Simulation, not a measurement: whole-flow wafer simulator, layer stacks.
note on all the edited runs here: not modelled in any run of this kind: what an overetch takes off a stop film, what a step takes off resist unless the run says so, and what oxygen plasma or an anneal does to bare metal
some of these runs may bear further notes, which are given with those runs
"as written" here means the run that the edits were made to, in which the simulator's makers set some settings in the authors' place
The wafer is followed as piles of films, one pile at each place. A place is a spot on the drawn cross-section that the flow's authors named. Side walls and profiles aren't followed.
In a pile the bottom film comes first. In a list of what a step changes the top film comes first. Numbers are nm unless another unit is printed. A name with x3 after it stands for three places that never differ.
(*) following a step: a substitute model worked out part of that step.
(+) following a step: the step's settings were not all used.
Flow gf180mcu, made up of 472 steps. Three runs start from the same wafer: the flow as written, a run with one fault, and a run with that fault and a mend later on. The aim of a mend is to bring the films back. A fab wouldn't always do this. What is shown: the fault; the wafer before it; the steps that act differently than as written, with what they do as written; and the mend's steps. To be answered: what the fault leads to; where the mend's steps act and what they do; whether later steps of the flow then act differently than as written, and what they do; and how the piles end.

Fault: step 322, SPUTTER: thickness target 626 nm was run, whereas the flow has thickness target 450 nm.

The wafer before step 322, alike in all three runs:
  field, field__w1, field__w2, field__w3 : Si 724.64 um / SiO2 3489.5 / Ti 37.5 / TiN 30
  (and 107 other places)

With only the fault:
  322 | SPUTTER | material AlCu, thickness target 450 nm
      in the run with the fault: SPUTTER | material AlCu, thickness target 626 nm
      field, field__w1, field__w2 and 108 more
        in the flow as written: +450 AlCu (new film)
        in the run with the fault: +626 AlCu (new film)
  Steps later in the flow that act otherwise than as written:
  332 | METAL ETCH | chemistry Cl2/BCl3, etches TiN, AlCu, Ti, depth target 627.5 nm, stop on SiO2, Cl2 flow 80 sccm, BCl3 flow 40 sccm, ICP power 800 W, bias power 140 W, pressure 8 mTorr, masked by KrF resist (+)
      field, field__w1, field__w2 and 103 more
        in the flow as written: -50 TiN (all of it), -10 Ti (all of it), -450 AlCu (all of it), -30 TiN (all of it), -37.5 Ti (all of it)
        in the run with the fault: -50 TiN (all of it), -10 Ti (all of it), -567.5 AlCu
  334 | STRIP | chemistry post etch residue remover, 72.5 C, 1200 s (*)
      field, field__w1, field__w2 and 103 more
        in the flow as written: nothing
        in the run with the fault: -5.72 AlCu
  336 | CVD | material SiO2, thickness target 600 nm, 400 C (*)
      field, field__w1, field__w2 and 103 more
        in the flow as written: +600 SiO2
        in the run with the fault: +600 SiO2 (new film)
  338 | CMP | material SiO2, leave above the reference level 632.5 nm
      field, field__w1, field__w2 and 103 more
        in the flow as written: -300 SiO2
        in the run with the fault: -244.3 SiO2
  By the end, the piles at field, field__w1, field__w2 and 109 more depart from the flow's by more than 2% or 0.5 nm, whichever is larger.
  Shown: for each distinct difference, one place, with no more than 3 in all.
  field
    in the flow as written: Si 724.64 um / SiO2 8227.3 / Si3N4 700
    in the run with the fault: Si 724.64 um / SiO2 3489.5 / Ti 37.5 / TiN 30 / AlCu 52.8 / SiO2 4793.5 / Si3N4 700
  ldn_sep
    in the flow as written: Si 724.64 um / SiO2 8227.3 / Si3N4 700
    in the run with the fault: Si 724.64 um / SiO2 3489.4 / Ti 37.5 / TiN 30 / AlCu 52.8 / SiO2 4793.5 / Si3N4 700
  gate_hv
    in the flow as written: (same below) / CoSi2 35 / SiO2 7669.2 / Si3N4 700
    in the run with the fault: (same below) / CoSi2 35 / SiO2 2931.3 / Ti 37.5 / TiN 30 / AlCu 52.8 / SiO2 4793.5 / Si3N4 700

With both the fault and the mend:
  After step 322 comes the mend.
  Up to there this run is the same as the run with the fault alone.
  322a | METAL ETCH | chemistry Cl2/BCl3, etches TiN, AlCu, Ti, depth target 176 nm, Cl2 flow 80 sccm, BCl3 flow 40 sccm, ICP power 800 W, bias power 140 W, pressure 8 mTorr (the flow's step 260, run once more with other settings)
      field, field__w1, field__w2 and 108 more
        -176 AlCu
  Later steps of the flow that are run all act as written at every place that is followed.
  The piles end the same as the flow's at every place that both follow.
